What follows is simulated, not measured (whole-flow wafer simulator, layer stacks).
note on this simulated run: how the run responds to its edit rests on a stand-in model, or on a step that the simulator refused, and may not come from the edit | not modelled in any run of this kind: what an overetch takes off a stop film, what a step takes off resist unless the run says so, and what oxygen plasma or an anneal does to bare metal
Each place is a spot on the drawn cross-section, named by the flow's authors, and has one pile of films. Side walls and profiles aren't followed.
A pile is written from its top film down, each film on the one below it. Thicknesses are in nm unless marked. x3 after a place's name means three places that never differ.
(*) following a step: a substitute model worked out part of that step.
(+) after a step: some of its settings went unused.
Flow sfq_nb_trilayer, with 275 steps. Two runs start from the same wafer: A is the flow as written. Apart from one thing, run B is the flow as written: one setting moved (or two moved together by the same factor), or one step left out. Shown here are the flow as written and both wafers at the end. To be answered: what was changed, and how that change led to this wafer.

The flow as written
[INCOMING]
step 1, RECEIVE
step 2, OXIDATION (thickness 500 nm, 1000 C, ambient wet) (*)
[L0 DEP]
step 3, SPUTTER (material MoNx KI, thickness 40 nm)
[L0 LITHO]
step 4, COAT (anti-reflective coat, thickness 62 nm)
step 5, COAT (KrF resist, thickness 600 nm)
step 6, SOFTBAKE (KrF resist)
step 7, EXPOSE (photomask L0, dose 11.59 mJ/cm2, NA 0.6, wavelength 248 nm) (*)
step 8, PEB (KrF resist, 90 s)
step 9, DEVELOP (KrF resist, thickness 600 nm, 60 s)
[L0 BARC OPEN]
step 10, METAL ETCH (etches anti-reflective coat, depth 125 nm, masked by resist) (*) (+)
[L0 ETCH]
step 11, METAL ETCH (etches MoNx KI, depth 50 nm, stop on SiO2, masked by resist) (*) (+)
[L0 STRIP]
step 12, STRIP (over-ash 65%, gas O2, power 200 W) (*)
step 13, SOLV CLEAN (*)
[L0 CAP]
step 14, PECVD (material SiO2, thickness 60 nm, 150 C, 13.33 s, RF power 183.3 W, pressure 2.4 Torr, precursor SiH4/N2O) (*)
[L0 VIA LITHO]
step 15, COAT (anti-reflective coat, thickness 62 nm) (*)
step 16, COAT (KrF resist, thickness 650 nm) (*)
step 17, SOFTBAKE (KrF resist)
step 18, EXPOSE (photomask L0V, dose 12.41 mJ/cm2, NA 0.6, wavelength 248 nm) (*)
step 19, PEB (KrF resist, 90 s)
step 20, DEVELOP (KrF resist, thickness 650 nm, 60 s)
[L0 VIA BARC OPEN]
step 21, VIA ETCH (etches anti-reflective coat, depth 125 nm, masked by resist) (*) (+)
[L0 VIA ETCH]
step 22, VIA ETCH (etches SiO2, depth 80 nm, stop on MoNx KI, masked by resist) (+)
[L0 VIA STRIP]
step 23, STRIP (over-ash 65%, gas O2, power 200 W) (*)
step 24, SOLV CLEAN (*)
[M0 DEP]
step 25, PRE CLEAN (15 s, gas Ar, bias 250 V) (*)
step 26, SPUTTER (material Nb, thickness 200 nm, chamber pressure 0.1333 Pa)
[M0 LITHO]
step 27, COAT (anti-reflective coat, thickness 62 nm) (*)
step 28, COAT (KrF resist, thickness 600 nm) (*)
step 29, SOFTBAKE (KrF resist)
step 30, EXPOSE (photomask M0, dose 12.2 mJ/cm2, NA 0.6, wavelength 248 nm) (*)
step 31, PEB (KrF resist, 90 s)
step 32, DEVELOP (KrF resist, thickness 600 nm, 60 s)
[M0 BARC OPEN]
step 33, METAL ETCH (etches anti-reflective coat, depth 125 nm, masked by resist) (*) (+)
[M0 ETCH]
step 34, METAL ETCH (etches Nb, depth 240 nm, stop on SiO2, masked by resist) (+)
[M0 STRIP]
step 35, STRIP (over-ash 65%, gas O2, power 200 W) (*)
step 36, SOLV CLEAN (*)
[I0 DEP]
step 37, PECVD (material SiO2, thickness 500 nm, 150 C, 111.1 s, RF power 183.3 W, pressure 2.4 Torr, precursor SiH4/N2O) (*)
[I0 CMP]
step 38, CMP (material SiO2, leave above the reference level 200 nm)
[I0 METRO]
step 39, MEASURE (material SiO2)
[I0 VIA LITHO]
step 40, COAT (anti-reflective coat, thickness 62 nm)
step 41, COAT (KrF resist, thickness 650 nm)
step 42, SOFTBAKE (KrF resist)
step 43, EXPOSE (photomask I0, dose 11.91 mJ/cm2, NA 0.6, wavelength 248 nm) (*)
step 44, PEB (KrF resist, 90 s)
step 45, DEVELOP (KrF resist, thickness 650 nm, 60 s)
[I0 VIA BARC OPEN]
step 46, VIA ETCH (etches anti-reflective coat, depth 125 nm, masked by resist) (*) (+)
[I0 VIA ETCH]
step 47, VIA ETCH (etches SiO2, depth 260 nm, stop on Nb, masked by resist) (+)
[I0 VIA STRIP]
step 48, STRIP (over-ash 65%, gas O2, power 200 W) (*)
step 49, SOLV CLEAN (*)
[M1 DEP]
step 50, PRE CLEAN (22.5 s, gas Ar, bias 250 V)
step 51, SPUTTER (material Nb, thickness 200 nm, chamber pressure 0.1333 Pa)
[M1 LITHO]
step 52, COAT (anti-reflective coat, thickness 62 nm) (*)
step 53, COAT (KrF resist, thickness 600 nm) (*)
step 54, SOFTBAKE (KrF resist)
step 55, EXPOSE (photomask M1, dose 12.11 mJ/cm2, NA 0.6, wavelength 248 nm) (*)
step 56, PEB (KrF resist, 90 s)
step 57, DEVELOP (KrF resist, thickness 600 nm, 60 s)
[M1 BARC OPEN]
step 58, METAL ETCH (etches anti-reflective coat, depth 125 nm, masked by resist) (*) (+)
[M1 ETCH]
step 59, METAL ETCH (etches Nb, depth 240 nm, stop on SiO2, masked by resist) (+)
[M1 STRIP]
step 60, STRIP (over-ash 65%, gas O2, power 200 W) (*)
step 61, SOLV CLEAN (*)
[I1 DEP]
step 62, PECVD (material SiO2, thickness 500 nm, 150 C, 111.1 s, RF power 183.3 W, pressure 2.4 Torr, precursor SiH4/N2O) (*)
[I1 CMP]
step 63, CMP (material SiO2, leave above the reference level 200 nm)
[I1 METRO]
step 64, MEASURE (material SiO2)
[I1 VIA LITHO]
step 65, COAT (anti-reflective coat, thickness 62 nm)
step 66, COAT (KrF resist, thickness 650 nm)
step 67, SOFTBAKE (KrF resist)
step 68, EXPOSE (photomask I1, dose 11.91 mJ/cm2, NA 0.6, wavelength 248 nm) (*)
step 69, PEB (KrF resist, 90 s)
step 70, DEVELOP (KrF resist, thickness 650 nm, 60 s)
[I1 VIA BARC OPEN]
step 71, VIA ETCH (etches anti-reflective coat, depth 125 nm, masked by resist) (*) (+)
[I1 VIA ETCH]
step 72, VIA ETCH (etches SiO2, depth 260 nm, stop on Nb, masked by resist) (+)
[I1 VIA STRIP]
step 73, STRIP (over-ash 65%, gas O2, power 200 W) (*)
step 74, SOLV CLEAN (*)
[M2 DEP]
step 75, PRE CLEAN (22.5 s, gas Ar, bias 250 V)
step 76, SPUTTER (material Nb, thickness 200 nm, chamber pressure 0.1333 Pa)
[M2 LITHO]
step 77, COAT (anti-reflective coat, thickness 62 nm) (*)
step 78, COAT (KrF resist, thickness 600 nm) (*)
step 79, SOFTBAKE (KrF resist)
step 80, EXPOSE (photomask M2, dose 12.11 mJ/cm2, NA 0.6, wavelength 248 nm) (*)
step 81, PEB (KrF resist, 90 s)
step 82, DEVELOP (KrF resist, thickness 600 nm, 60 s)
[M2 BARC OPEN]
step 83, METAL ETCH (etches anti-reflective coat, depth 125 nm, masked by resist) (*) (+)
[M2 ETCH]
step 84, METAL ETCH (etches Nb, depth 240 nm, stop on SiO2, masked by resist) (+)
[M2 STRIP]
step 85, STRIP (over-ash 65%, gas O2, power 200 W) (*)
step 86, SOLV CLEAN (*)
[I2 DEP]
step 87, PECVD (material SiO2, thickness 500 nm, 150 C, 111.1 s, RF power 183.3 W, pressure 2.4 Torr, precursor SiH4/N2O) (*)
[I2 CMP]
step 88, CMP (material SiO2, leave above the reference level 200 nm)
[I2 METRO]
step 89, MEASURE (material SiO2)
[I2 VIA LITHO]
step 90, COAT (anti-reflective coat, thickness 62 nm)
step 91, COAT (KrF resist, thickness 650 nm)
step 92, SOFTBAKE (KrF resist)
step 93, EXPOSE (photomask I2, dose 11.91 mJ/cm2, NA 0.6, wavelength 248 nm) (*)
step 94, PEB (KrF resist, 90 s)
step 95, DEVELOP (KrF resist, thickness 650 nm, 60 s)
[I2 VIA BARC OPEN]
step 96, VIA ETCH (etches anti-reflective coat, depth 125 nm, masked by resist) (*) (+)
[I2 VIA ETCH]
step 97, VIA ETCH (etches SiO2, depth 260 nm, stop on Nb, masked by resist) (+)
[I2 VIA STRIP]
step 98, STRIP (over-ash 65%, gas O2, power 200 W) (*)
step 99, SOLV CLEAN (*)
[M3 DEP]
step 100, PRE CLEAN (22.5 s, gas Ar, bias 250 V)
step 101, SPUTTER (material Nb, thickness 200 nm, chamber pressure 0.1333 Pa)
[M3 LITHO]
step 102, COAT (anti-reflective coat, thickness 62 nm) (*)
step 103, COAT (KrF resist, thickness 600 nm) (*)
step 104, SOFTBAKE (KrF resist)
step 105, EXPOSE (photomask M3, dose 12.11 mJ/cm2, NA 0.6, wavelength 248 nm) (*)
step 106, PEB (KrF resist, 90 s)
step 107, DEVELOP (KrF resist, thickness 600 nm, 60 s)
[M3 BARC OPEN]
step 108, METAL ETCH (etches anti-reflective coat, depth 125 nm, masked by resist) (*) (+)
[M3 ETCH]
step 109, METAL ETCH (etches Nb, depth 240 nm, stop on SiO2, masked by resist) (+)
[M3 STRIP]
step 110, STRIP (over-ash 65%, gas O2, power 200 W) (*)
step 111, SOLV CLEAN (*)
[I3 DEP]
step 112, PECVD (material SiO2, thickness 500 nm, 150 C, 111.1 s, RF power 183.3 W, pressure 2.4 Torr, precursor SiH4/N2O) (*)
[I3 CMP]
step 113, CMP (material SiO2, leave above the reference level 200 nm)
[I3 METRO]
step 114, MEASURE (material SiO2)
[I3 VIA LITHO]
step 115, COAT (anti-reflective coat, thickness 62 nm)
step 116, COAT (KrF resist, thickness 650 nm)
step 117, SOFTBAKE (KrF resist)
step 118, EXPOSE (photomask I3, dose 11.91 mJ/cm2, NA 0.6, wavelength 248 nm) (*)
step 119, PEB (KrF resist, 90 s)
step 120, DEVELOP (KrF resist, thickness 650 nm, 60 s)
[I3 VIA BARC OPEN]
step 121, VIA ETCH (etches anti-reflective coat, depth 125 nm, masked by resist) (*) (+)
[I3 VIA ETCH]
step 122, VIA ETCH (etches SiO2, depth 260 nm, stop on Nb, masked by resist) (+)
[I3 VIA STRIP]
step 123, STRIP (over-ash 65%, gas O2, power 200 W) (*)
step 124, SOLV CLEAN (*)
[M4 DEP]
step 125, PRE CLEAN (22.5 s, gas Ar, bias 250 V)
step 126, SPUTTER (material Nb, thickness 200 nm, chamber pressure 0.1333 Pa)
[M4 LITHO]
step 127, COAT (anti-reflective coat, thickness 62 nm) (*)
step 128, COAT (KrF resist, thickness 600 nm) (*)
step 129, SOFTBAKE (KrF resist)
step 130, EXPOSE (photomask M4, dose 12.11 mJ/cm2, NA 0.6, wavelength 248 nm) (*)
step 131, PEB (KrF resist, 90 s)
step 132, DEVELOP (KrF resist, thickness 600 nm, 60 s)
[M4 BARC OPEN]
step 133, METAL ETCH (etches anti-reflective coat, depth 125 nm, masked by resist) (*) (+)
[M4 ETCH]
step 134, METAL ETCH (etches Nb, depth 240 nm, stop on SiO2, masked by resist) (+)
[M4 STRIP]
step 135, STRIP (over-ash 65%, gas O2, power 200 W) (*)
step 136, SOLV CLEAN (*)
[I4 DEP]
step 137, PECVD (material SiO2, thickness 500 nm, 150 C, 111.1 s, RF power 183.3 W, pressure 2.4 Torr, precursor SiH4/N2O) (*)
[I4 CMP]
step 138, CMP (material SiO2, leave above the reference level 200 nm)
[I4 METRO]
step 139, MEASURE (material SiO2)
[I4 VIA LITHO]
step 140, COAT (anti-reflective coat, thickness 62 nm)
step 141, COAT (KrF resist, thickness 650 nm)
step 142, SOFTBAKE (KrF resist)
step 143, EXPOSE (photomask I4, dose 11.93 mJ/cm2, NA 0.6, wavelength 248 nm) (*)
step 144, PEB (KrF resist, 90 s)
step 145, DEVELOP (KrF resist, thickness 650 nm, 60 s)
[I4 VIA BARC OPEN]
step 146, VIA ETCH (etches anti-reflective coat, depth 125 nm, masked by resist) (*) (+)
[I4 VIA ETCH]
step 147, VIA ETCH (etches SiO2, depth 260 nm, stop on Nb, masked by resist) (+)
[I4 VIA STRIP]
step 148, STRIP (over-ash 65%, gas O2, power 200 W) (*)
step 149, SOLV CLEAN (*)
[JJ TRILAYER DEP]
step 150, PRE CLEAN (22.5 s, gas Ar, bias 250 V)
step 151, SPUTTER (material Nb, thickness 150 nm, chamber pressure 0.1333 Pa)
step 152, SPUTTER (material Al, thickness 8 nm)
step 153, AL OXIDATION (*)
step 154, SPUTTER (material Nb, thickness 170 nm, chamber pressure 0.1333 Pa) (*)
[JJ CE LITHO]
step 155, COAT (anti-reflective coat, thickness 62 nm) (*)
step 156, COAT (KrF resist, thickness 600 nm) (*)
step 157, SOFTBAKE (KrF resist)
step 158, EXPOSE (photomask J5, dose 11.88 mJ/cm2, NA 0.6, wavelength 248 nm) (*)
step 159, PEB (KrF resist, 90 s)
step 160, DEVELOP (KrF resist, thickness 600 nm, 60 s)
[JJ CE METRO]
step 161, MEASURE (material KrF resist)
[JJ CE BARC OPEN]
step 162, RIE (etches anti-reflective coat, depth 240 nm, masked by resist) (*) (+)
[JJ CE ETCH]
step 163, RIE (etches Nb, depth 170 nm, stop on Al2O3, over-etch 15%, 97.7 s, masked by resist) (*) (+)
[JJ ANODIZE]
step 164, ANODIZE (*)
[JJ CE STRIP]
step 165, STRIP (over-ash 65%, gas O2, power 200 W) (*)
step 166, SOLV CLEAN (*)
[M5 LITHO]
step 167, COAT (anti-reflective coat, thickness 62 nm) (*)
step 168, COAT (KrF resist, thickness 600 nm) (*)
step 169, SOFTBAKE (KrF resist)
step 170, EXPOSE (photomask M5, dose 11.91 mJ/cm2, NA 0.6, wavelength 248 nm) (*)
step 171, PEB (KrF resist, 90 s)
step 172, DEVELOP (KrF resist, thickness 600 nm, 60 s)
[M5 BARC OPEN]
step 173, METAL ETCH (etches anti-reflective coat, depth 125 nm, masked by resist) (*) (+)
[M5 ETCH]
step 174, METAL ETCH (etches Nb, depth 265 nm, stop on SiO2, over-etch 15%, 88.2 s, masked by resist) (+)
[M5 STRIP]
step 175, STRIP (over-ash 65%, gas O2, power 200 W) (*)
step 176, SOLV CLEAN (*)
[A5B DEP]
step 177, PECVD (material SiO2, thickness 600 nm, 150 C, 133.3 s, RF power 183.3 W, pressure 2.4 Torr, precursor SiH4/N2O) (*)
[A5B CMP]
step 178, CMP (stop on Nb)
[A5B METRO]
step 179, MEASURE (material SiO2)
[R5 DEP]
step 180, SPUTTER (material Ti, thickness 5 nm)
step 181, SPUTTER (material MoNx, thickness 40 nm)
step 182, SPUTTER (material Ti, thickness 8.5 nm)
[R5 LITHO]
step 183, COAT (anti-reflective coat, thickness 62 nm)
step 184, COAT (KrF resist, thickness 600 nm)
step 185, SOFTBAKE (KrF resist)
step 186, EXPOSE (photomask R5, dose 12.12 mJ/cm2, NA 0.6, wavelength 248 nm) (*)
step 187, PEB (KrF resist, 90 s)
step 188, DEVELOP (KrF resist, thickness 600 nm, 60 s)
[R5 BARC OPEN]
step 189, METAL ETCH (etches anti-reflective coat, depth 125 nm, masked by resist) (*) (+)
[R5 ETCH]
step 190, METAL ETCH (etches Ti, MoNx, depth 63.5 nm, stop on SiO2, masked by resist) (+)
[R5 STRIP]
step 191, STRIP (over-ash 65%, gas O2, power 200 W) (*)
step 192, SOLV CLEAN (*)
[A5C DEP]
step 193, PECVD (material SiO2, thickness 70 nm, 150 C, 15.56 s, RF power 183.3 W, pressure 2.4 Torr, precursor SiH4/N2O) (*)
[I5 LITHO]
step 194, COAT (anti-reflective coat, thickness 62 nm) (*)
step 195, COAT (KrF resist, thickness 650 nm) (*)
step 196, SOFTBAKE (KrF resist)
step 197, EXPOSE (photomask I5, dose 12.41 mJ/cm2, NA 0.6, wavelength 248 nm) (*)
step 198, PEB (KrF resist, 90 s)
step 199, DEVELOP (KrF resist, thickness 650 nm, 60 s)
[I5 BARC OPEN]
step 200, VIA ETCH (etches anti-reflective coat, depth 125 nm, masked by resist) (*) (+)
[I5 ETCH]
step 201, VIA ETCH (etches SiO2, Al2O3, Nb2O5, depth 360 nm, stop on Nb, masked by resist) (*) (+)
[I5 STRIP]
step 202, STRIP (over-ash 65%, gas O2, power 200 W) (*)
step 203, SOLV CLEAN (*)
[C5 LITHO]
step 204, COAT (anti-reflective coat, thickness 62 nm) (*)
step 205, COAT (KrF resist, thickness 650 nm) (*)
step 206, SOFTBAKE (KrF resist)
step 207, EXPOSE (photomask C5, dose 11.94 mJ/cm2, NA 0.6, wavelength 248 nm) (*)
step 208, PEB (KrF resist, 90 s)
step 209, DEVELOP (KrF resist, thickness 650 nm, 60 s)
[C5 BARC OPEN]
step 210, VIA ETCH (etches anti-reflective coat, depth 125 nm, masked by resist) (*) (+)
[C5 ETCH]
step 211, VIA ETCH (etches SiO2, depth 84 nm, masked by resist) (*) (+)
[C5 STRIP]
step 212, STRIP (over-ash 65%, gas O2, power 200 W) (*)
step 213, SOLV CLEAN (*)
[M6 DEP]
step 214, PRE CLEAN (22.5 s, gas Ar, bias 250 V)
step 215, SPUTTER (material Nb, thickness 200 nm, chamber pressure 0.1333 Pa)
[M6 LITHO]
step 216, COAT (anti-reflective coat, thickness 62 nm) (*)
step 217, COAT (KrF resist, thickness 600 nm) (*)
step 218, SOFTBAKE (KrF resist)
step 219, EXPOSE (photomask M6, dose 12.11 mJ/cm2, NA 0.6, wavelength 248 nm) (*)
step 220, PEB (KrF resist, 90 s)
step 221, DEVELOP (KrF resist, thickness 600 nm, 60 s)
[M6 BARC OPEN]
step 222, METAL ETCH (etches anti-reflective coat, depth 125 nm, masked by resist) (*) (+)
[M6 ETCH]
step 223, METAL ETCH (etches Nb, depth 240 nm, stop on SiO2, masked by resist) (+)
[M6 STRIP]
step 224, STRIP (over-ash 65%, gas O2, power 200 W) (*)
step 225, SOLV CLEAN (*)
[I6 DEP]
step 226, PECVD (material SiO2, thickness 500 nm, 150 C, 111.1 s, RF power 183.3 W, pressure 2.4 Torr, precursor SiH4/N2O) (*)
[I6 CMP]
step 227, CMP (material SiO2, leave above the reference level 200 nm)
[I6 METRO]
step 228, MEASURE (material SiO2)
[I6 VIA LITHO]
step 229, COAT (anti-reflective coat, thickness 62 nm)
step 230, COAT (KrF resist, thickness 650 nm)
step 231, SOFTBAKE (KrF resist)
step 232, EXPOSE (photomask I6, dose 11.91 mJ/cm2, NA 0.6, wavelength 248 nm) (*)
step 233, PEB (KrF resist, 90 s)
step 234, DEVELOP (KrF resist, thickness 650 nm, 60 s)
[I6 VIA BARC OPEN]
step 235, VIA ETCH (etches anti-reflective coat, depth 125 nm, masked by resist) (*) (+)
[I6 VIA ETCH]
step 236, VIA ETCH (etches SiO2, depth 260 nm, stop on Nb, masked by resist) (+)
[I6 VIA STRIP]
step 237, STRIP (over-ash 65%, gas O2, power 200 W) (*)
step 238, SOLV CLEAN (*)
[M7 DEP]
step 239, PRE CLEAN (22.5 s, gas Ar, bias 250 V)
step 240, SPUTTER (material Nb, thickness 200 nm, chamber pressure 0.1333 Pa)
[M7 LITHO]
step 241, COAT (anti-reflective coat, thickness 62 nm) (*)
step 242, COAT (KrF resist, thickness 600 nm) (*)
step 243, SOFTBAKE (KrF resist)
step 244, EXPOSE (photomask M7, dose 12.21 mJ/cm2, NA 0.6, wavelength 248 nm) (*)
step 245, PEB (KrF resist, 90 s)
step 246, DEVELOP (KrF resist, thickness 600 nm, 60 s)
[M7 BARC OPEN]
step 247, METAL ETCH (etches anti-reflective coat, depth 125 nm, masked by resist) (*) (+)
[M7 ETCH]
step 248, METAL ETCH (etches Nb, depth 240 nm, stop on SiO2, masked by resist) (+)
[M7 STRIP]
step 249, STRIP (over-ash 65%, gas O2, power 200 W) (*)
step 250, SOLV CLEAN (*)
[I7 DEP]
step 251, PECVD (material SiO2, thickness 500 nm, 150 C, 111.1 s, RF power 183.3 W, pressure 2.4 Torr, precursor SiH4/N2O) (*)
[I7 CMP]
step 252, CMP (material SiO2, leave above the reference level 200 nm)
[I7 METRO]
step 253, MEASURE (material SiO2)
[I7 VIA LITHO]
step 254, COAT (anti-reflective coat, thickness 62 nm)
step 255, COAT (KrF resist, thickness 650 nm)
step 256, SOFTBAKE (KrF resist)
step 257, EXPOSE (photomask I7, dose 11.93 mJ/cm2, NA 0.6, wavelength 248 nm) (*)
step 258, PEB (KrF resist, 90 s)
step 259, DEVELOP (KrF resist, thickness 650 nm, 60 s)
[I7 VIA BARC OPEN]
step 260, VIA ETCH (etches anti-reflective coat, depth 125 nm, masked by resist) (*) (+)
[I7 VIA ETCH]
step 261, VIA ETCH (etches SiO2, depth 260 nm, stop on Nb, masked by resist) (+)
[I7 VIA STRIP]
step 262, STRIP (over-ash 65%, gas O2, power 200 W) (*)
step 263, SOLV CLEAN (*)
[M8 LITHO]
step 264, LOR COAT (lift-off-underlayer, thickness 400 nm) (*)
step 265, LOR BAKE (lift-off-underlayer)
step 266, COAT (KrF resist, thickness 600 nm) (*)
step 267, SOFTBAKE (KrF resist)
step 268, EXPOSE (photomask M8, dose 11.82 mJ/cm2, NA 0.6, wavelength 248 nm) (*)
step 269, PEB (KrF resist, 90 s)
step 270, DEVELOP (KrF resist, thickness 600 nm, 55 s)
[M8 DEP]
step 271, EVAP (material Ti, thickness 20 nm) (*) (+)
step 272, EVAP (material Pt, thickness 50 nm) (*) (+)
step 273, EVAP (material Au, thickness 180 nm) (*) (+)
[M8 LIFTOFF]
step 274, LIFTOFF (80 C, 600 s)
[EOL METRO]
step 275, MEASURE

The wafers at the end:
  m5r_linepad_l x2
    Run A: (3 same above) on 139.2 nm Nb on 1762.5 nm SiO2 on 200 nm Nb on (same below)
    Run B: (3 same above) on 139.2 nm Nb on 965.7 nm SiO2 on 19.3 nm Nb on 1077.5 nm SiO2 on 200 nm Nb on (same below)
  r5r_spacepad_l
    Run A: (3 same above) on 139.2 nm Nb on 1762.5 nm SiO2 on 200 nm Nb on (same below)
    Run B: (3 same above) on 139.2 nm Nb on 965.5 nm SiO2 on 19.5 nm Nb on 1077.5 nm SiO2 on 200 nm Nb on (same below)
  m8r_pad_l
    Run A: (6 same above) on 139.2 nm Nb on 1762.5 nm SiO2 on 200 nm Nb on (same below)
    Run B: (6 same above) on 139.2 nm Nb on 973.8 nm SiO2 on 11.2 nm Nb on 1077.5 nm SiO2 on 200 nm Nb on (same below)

Cause: step 88, CMP: material SiO2, leave above the reference level 200 nm, was skipped.

Step by step, how the change led to this:
  step 90, COAT (anti-reflective coat, thickness 62 nm)
      lsp_m, ln_m6, lsp_r, p4_g1: A anti-reflective coat gains 62 (new film) | B anti-reflective coat gains 63.3 (new film)
      p3_s3, p3_l4, p3_s4, p3_l6: A anti-reflective coat gains 62 (new film) | B anti-reflective coat gains 64.5 (new film)
      (also at 91 further places)
  step 91, COAT (KrF resist, thickness 650 nm)
      m0r_line_l, m6r_line_l, m7r_line_l: A KrF resist gains 650 (new film) | B KrF resist gains 694.8 (new film)
      m0r_space_l, m6r_space_l, m7r_space_l: A KrF resist gains 650 (new film) | B KrF resist gains 673.5 (new film)
      (also at 66 further places)
  step 95, DEVELOP (KrF resist, thickness 650 nm, 60 s)
      via_w: A KrF resist loses 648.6 (all of it) | B KrF resist loses 582.9 (all of it)
  step 96, VIA ETCH (etches anti-reflective coat, depth 125 nm, masked by resist) (*) (+)
      field_l, v_sur, via_wl and 102 more: A KrF resist loses 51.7 | B KrF resist loses 38.9
      via_w: A anti-reflective coat loses 62 (all of it), SiO2 loses 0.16 | B anti-reflective coat loses 46.7 (all of it), SiO2 loses 0.12
  step 97, VIA ETCH (etches SiO2, depth 260 nm, stop on Nb, masked by resist) (+)
      via_w: A SiO2 loses 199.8 (all of it) | B SiO2 loses 260
  step 98, STRIP (over-ash 65%, gas O2, power 200 W) (*)
      m0r_line_l, m6r_line_l, m7r_line_l: A KrF resist loses 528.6 (all of it), anti-reflective coat loses 62 (all of it) | B KrF resist loses 586.1 (all of it), anti-reflective coat loses 58.9 (all of it)
      m0r_space_l, m6r_space_l, m7r_space_l: A KrF resist loses 528.6 (all of it), anti-reflective coat loses 62 (all of it) | B KrF resist loses 564.8 (all of it), anti-reflective coat loses 90.8 (all of it)
      (also at 99 further places)
  step 100, PRE CLEAN (22.5 s, gas Ar, bias 250 V)
      via_w: A Nb loses 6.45 | B SiO2 loses 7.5
  step 101, SPUTTER (material Nb, thickness 200 nm, chamber pressure 0.1333 Pa)
      via_w: A Nb gains 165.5 | B Nb gains 152.6 (new film)
      via_v: A Nb gains 200 (new film) | B Nb gains 183.4 (new film)
  step 102, COAT (anti-reflective coat, thickness 62 nm) (*)
      m0r_line_l, m0r_line_r, m6r_line_l, m6r_line_r, m7r_line_l, m7r_line_r: A anti-reflective coat gains 62 (new film) | B anti-reflective coat gains 59.1 (new film)
      m0r_space_l, m0r_space_r, m6r_space_l, m6r_space_r, m7r_space_l, m7r_space_r: A anti-reflective coat gains 62 (new film) | B anti-reflective coat gains 90.1 (new film)
      (also at 81 further places)
  step 103, COAT (KrF resist, thickness 600 nm) (*)
      m0r_line_l, m0r_line_r, m6r_line_l, m6r_line_r, m7r_line_l, m7r_line_r: A KrF resist gains 600 (new film) | B KrF resist gains 643.5 (new film)
      m0r_space_l, m0r_space_r, m6r_space_l, m6r_space_r, m7r_space_l, m7r_space_r: A KrF resist gains 600 (new film) | B KrF resist gains 624 (new film)
      (also at 60 further places)
  step 107, DEVELOP (KrF resist, thickness 600 nm, 60 s)
      m0r_line_l, m0r_line_r, m6r_line_l, m6r_line_r, m7r_line_l, m7r_line_r: A KrF resist loses 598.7 (all of it) | B KrF resist loses 642.1 (all of it)
      m0r_space_l, m0r_space_r, m6r_space_l, m6r_space_r, m7r_space_l, m7r_space_r: A KrF resist loses 598.7 (all of it) | B KrF resist loses 622.7 (all of it)
      (also at 38 further places)
  step 108, METAL ETCH (etches anti-reflective coat, depth 125 nm, masked by resist) (*) (+)
      m5r_linepad_l x2, r5r_line_l, r5r_spacepad_l, r5r_spacepad_r, m8r_pad_l, m8r_pad_r: A anti-reflective coat loses 62 (all of it) | B anti-reflective coat loses 125
      v_sur, via_wl, via_w and 28 more: A KrF resist loses 51.7 | B KrF resist loses 69.4
      (also at 58 further places)
  step 109, METAL ETCH (etches Nb, depth 240 nm, stop on SiO2, masked by resist) (+)
      m5r_linepad_l x2: A Nb loses 200 (all of it) | B anti-reflective coat loses 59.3 (all of it), Nb loses 180.7
      r5r_spacepad_l, r5r_spacepad_r: A Nb loses 200 (all of it) | B anti-reflective coat loses 59.5 (all of it), Nb loses 180.5
      (also at 3 further places)
  step 110, STRIP (over-ash 65%, gas O2, power 200 W) (*)
      p3_l3, p3_l5: A KrF resist loses 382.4 (all of it), anti-reflective coat loses 62 (all of it) | B KrF resist loses 371.1 (all of it), anti-reflective coat loses 64.6 (all of it)
      v_sur: A KrF resist loses 365.3 (all of it), anti-reflective coat loses 61.1 (all of it) | B KrF resist loses 262.7 (all of it), anti-reflective coat loses 35.8 (all of it)
      (also at 28 further places)
  step 112, PECVD (material SiO2, thickness 500 nm, 150 C, 111.1 s, RF power 183.3 W, pressure 2.4 Torr, precursor SiH4/N2O) (*)
      m5r_linepad_l x2, r5r_spacepad_l, r5r_spacepad_r, m8r_pad_l, m8r_pad_r: A SiO2 gains 500 | B SiO2 gains 500 (new film)
      via_w: A SiO2 gains 615 (new film) | B SiO2 gains 664.6 (new film)
  step 113, CMP (material SiO2, leave above the reference level 200 nm)
      field_l, be, be_sur and 64 more: A SiO2 loses 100 | B nothing
      p4_g1, p4_g2, p3_s0, p3_s1, p3_s2, p3_s3, p3_s4, p3_s5: A SiO2 loses 157.1 | B nothing
      (also at 11 further places)
  ... 33 further steps ...
  step 178, CMP (stop on Nb)
      lsp_r, l0_sur, l0v: A SiO2 loses 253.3 | B SiO2 loses 244.9
      via_v: A SiO2 loses 453.5 | B SiO2 loses 340.8
Taking metal films that touch as one body, m5r_linepad_l x2 has 3 bodies (between them, from the top down: SiO2 965.7; SiO2 1077.5); the flow as written gives 2 bodies (between them, from the top down: SiO2 1762.5).
Taking metal films that touch as one body, r5r_spacepad_l has 3 bodies (between them, from the top down: SiO2 965.5; SiO2 1077.5); the flow as written gives 2 bodies (between them, from the top down: SiO2 1762.5).
Taking metal films that touch as one body, m8r_pad_l has 4 bodies (between them, from the top down: SiO2 1001.5 / Al2O3 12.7 / Nb2O5 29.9; SiO2 973.8; SiO2 1077.5); the flow as written gives 3 bodies (between them, from the top down: SiO2 1001.5 / Al2O3 12.7 / Nb2O5 29.9; SiO2 1762.5).
